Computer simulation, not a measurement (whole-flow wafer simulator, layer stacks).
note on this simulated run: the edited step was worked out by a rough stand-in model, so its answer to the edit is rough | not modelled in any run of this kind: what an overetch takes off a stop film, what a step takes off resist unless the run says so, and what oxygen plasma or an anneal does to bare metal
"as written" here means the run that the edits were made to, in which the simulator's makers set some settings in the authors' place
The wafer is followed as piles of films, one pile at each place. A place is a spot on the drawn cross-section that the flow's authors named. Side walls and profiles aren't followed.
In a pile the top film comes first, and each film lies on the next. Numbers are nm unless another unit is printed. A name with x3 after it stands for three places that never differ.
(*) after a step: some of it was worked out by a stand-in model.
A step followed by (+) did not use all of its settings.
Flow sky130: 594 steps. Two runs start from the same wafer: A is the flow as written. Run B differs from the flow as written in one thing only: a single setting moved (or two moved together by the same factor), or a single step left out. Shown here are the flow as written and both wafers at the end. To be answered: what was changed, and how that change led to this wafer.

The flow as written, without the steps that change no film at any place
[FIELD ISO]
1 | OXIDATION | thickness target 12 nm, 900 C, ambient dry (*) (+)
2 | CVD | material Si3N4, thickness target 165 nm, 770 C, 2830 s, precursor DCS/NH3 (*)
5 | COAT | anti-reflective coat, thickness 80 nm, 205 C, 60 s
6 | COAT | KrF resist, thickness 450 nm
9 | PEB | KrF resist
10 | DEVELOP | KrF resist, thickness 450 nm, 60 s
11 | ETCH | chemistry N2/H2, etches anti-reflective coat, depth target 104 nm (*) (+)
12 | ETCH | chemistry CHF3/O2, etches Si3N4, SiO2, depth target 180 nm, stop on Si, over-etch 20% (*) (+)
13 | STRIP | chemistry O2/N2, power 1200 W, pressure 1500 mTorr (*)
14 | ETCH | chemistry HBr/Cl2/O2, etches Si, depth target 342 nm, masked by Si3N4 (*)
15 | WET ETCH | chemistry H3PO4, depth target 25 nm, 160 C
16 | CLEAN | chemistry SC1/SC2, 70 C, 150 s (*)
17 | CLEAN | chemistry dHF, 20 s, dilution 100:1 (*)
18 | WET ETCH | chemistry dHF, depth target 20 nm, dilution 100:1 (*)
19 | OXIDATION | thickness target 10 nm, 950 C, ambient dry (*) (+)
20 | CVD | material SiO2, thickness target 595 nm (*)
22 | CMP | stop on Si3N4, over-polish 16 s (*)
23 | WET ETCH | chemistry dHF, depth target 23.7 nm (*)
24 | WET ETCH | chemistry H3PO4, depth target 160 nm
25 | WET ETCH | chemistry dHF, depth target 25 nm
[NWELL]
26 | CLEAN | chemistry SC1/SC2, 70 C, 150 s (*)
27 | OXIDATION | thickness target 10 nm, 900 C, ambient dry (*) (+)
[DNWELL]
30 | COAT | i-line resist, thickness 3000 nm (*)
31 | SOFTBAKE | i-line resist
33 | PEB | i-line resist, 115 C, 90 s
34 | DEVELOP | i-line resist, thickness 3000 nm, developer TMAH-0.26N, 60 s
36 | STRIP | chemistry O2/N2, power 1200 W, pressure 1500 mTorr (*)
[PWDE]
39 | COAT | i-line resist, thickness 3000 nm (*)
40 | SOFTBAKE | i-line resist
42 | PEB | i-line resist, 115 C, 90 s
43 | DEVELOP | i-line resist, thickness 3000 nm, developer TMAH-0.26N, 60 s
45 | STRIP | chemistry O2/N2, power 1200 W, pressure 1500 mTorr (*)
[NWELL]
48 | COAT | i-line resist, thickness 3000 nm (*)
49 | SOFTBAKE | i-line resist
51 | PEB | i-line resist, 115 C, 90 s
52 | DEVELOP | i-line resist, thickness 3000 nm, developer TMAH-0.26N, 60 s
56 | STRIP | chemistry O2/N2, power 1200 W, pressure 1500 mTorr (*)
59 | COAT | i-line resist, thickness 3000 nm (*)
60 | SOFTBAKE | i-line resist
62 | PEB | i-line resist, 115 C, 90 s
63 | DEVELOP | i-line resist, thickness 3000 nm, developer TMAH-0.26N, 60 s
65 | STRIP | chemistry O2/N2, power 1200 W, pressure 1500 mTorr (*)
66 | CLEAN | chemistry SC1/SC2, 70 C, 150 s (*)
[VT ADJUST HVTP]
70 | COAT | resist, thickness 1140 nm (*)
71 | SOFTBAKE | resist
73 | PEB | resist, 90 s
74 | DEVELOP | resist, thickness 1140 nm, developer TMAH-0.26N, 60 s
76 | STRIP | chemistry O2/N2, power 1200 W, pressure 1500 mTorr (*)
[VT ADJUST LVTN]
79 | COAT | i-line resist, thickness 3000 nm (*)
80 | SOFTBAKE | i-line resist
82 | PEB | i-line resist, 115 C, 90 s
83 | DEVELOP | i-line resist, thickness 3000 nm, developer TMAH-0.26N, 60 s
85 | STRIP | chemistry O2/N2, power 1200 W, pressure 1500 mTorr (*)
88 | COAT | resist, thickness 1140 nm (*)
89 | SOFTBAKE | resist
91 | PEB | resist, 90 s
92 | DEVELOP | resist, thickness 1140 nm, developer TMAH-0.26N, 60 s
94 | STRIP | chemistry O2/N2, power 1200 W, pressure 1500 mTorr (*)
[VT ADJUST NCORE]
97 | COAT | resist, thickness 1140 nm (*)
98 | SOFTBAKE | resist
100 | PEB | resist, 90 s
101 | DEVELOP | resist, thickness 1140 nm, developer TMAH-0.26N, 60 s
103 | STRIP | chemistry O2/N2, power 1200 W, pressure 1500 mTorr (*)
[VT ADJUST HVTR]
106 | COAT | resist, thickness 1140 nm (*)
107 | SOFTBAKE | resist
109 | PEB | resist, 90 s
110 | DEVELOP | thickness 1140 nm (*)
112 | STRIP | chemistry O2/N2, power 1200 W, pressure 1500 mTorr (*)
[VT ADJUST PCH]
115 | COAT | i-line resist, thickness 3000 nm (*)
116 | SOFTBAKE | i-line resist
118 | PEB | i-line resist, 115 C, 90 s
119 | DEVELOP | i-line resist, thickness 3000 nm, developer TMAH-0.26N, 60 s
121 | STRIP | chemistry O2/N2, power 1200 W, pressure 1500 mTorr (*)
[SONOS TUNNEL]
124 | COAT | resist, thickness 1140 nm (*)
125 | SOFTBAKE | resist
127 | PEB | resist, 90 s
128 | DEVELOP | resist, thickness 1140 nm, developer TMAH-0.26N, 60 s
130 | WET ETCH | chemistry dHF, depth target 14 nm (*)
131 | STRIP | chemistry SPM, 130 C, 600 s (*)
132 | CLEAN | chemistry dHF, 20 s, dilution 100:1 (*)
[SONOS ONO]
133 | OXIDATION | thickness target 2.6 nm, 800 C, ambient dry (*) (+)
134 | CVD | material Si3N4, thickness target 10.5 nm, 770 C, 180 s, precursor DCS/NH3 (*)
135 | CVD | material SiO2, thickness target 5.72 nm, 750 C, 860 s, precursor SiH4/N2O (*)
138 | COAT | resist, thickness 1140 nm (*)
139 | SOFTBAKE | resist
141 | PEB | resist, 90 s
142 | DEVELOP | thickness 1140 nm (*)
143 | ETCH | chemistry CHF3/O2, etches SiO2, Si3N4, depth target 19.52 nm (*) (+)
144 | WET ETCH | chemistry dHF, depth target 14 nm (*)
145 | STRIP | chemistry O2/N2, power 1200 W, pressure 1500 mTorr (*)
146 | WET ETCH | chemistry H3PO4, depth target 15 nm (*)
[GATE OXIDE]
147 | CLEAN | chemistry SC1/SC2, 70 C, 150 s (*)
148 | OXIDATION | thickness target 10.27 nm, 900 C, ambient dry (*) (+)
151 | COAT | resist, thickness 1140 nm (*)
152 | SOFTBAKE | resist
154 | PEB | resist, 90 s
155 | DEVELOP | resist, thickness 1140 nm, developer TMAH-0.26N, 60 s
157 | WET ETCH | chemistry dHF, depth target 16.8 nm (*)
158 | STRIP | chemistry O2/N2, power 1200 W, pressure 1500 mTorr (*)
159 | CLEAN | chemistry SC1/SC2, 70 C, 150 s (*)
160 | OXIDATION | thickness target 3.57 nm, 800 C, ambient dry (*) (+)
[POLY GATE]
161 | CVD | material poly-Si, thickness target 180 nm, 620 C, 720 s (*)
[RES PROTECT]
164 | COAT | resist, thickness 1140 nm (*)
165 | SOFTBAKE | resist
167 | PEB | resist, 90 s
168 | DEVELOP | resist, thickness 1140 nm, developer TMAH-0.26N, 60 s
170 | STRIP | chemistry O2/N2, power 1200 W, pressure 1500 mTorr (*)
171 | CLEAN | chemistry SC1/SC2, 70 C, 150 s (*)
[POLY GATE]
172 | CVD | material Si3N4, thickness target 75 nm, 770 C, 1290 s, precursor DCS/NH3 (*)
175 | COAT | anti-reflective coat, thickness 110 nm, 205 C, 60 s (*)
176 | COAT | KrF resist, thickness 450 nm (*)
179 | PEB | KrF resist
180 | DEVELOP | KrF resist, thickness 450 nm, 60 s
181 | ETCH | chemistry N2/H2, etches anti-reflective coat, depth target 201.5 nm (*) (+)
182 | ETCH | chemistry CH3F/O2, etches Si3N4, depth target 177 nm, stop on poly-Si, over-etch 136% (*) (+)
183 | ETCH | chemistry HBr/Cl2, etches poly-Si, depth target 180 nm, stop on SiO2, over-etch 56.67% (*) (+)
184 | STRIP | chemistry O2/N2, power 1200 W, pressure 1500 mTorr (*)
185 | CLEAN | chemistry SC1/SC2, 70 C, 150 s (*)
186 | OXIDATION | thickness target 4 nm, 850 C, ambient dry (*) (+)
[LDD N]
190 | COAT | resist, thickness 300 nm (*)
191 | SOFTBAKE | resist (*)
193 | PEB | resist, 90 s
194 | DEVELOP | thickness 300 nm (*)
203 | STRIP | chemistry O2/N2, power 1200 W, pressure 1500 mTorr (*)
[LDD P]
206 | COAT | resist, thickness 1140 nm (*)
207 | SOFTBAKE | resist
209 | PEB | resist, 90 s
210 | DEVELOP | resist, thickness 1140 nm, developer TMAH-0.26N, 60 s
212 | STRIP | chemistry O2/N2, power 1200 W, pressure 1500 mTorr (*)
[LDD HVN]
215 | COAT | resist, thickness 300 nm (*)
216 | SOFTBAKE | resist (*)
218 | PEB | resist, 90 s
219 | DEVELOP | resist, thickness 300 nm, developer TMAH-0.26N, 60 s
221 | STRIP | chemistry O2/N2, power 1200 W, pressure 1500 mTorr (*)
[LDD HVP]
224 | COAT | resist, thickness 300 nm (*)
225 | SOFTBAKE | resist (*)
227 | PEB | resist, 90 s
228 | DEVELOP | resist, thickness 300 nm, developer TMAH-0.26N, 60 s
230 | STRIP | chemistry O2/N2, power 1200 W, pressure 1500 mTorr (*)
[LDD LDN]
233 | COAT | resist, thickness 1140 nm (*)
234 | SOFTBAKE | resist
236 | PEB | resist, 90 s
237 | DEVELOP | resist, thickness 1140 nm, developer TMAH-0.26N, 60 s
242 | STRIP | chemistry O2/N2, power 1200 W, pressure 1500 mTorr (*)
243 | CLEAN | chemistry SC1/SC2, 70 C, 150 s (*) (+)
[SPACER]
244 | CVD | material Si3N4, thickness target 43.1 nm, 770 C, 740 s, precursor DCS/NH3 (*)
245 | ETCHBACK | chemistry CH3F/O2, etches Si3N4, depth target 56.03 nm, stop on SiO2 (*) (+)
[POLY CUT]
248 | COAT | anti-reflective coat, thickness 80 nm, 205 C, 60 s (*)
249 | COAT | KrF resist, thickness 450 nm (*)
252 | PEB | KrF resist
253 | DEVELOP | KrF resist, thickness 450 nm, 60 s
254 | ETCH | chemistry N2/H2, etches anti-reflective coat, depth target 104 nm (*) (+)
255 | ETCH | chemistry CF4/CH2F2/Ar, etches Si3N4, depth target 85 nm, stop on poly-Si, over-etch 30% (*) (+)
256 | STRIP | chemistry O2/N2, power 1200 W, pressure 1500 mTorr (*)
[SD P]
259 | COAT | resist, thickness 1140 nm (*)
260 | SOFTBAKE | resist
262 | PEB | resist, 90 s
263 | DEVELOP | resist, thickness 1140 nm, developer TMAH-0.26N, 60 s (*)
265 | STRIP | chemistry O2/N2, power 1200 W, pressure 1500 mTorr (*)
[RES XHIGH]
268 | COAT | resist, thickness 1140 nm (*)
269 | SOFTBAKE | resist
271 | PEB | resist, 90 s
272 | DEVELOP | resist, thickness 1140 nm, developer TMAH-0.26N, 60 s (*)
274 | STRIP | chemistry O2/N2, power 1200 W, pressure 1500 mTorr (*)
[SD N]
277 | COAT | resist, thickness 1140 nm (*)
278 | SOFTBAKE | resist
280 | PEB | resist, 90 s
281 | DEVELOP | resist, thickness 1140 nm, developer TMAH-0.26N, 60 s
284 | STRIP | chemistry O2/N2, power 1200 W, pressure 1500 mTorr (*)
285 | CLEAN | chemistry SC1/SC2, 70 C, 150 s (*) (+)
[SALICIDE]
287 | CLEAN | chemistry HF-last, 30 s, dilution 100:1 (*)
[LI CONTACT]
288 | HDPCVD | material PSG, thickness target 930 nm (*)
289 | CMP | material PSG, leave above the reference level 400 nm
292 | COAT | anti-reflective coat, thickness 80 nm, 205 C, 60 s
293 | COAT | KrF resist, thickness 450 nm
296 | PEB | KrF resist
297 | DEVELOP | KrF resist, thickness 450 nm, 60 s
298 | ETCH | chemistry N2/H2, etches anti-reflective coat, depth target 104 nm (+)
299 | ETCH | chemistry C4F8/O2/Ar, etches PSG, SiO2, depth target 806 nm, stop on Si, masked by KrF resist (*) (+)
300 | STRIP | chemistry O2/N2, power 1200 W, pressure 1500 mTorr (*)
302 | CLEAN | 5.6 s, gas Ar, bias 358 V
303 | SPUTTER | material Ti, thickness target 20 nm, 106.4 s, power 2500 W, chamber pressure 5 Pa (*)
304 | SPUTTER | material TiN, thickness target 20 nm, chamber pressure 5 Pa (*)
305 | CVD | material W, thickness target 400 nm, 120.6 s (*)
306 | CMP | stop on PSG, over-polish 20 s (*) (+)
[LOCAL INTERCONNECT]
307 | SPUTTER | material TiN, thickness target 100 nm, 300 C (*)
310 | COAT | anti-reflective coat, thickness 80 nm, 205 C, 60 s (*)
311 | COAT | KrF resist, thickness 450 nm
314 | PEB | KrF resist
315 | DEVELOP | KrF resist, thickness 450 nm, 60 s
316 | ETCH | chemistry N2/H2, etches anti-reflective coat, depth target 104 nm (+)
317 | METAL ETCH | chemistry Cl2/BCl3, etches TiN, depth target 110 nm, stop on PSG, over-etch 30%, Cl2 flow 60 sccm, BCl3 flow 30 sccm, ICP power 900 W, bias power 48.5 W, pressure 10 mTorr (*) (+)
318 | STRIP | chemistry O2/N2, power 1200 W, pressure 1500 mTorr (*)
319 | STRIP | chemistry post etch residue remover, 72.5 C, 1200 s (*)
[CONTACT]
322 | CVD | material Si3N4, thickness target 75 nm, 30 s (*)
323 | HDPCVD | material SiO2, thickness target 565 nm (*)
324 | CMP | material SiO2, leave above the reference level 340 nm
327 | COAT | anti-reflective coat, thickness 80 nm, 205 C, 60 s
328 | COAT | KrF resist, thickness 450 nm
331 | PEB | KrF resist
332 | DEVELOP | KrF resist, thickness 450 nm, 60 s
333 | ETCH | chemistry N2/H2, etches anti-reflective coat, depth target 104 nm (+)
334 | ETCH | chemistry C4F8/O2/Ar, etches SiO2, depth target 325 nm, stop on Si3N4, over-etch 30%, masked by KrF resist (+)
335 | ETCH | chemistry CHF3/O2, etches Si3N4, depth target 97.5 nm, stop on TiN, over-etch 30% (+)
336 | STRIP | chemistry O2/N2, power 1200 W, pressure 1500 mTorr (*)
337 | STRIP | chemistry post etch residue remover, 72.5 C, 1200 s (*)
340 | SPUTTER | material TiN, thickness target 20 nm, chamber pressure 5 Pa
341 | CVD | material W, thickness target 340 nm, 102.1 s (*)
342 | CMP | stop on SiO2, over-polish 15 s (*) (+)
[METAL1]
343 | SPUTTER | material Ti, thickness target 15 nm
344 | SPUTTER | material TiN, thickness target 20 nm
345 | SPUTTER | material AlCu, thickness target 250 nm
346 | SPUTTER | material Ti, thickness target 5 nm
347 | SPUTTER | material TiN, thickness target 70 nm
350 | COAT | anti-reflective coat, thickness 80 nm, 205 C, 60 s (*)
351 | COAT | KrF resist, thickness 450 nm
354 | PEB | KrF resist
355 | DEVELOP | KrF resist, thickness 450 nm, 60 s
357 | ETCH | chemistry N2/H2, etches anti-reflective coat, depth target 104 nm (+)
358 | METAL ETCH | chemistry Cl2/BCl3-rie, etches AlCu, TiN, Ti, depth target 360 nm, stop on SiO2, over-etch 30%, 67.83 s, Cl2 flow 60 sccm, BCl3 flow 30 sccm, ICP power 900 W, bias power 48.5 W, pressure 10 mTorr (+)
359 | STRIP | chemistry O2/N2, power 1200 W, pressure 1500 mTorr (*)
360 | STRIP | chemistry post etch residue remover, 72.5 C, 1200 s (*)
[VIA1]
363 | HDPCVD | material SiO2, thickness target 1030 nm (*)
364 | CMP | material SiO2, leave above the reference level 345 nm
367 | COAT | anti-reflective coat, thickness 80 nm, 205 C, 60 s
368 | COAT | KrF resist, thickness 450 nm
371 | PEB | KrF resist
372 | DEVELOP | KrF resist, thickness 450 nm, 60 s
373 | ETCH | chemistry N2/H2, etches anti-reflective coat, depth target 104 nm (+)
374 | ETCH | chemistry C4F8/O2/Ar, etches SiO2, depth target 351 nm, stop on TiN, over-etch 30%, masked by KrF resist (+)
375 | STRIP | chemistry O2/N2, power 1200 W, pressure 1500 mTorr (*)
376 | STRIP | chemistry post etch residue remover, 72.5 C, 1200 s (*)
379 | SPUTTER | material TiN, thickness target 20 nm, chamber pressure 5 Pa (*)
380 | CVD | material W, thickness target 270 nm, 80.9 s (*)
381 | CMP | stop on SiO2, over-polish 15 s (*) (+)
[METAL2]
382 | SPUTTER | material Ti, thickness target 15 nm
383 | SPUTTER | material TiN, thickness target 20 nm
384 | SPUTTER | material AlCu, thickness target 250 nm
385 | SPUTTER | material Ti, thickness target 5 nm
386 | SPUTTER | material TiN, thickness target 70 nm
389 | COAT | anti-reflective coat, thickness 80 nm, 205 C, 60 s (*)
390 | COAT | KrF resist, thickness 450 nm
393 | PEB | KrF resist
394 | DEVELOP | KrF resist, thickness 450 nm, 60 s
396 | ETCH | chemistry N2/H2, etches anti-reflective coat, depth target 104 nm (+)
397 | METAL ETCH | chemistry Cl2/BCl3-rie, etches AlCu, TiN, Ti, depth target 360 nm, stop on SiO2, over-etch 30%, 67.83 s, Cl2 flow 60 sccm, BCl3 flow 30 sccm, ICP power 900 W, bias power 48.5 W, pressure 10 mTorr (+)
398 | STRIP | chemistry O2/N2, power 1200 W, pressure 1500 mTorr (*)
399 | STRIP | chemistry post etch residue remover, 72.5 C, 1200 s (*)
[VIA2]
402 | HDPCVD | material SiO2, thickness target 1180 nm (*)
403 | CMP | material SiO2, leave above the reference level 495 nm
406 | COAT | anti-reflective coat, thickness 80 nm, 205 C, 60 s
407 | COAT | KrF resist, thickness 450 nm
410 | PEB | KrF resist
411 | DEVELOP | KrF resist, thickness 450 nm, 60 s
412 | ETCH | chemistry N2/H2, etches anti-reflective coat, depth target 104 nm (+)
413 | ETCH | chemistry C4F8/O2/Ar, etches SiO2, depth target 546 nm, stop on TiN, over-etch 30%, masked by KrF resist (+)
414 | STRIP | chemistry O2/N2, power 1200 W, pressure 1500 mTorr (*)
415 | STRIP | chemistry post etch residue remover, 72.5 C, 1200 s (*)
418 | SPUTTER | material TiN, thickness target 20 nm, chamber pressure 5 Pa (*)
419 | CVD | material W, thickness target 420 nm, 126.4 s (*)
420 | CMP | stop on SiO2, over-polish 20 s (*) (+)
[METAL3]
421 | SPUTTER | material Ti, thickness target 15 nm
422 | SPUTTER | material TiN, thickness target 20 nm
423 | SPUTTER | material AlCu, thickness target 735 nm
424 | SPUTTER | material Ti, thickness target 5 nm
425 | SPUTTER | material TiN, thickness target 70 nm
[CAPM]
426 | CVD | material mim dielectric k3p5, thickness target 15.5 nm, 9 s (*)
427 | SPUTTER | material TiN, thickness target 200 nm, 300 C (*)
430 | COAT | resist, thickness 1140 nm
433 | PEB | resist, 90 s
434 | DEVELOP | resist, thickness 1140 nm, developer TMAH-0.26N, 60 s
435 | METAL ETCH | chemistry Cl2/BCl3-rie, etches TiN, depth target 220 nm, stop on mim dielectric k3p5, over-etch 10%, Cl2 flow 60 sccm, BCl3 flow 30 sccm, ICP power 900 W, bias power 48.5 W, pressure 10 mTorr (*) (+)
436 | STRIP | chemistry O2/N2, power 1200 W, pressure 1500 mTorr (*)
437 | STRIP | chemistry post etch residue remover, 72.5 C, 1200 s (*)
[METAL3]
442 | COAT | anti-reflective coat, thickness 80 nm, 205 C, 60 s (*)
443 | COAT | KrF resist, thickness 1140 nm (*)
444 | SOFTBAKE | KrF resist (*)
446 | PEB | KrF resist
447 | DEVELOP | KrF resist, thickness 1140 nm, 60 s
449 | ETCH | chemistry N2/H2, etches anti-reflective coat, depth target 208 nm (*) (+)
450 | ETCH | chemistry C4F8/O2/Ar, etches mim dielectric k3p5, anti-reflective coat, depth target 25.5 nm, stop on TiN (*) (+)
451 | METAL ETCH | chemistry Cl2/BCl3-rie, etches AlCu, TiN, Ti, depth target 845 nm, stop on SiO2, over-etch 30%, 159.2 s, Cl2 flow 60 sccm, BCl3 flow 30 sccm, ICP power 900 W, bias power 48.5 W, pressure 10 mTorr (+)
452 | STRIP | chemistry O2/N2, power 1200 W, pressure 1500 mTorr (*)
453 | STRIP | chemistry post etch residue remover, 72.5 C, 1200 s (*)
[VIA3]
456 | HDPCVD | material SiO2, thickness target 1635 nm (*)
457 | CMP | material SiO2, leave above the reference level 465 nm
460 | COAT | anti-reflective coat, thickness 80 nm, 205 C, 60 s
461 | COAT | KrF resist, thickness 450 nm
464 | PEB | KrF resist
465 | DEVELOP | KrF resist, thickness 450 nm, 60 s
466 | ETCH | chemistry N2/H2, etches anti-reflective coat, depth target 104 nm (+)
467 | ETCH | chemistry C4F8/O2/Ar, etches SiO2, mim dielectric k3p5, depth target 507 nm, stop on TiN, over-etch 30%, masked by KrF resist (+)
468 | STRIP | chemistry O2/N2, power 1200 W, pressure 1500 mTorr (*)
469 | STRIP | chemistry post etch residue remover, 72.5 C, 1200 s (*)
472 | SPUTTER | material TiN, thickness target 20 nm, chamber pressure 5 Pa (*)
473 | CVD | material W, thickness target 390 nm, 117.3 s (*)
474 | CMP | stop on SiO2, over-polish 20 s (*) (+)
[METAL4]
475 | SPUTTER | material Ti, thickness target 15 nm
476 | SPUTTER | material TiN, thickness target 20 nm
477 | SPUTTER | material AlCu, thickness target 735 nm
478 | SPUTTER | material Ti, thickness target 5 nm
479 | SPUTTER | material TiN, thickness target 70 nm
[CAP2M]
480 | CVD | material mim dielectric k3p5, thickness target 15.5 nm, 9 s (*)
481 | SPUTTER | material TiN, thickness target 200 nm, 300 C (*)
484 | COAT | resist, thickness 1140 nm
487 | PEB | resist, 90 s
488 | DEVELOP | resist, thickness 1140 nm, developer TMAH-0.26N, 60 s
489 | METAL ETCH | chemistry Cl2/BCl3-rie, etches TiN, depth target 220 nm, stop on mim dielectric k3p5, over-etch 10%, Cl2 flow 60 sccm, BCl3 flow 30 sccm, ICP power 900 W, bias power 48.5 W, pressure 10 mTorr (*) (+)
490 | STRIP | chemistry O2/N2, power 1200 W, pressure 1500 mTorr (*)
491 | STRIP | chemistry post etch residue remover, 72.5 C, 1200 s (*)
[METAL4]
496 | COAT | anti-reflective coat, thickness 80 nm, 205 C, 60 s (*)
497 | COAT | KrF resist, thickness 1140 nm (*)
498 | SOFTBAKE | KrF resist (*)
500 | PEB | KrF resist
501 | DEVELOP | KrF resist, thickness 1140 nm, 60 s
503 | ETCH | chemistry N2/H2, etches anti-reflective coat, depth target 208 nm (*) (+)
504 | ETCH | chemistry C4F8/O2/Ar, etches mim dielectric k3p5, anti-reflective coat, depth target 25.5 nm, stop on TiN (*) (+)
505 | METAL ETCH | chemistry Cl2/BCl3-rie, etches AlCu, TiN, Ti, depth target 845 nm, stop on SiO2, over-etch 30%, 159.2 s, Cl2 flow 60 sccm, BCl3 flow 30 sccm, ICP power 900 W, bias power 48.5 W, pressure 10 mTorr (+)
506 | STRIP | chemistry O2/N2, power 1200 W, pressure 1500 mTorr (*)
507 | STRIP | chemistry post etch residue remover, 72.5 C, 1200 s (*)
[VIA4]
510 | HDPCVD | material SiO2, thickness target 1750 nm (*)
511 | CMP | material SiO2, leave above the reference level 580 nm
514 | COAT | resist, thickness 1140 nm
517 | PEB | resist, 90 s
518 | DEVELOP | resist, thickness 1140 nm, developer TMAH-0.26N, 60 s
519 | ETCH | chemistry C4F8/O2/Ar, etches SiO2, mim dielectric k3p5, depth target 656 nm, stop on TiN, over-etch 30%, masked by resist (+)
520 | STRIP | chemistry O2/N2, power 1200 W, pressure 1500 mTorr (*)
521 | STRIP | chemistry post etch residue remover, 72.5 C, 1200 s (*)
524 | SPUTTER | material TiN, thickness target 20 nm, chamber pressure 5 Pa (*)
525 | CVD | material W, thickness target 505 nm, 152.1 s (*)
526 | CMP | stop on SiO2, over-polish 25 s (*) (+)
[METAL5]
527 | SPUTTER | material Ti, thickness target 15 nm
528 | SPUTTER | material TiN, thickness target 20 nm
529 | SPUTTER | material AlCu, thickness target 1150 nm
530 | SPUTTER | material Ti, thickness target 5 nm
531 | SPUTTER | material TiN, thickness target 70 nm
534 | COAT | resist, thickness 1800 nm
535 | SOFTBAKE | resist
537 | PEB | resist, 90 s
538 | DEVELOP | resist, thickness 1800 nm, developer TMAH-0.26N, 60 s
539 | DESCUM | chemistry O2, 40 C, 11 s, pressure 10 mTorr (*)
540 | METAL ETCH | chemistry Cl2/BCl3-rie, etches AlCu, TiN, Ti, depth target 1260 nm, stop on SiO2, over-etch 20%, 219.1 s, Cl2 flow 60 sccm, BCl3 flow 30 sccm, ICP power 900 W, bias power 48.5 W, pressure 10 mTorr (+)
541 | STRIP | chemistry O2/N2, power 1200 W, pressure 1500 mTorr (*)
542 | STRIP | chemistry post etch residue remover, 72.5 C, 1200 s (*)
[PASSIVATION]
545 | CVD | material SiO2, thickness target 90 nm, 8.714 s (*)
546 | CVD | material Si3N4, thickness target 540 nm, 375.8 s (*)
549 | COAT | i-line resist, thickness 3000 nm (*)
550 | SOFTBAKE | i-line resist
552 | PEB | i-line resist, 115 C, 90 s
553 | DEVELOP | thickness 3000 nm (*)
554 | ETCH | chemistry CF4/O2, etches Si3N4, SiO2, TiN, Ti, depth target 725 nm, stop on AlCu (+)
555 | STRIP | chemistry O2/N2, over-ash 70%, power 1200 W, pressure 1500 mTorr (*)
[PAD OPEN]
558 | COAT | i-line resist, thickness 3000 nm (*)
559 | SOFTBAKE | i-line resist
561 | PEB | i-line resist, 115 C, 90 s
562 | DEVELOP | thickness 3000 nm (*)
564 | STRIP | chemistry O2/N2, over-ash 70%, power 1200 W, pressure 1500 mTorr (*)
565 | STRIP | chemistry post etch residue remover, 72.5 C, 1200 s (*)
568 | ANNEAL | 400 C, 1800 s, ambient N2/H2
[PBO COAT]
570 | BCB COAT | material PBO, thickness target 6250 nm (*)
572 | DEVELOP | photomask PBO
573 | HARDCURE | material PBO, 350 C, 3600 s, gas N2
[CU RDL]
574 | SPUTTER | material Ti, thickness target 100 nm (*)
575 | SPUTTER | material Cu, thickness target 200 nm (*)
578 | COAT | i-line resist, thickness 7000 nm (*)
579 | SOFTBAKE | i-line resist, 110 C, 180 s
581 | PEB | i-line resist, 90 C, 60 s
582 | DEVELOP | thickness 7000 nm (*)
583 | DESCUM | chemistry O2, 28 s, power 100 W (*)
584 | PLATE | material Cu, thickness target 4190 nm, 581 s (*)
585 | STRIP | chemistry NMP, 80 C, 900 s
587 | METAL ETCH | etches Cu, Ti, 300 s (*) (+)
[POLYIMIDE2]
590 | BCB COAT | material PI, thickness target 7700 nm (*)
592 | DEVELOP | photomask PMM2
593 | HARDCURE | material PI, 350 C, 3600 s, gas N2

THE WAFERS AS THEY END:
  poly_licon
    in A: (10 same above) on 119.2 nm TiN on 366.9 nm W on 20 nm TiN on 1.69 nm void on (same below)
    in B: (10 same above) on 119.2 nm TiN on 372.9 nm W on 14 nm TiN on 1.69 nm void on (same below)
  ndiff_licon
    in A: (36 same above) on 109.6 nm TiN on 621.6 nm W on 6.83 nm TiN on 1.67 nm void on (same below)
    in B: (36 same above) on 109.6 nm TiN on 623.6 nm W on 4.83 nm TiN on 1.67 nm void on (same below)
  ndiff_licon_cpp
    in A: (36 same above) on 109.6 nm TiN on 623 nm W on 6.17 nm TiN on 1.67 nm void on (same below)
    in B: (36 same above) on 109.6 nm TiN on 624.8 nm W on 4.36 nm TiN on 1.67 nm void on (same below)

Cause: step 304, SPUTTER: thickness target 14 nm was run, though the flow has thickness target 20 nm.
One can read it off the wafer: poly_licon has TiN 14, and step 304 as written asks for 20 nm.

The path from the change to this, step by step:
  304 | SPUTTER | material TiN, thickness target 20 nm, chamber pressure 5 Pa (*)
      field, active, n_well and 185 more: A TiN gains 20 (new film) | B TiN gains 14 (new film)
      ndiff_licon: A TiN gains 6.83 (new film) | B TiN gains 4.83 (new film)
      (as well as at 2 more places)
  306 | CMP | stop on PSG, over-polish 20 s (*) (+)
      field, active, n_well and 184 more: A W loses 400 (all of it), TiN loses 20 (all of it), Ti loses 20 (all of it), PSG loses 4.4 | B W loses 400 (all of it), TiN loses 14 (all of it), Ti loses 20 (all of it), PSG loses 4.4
      poly_licon: A W loses 33.1 | B W loses 27.1
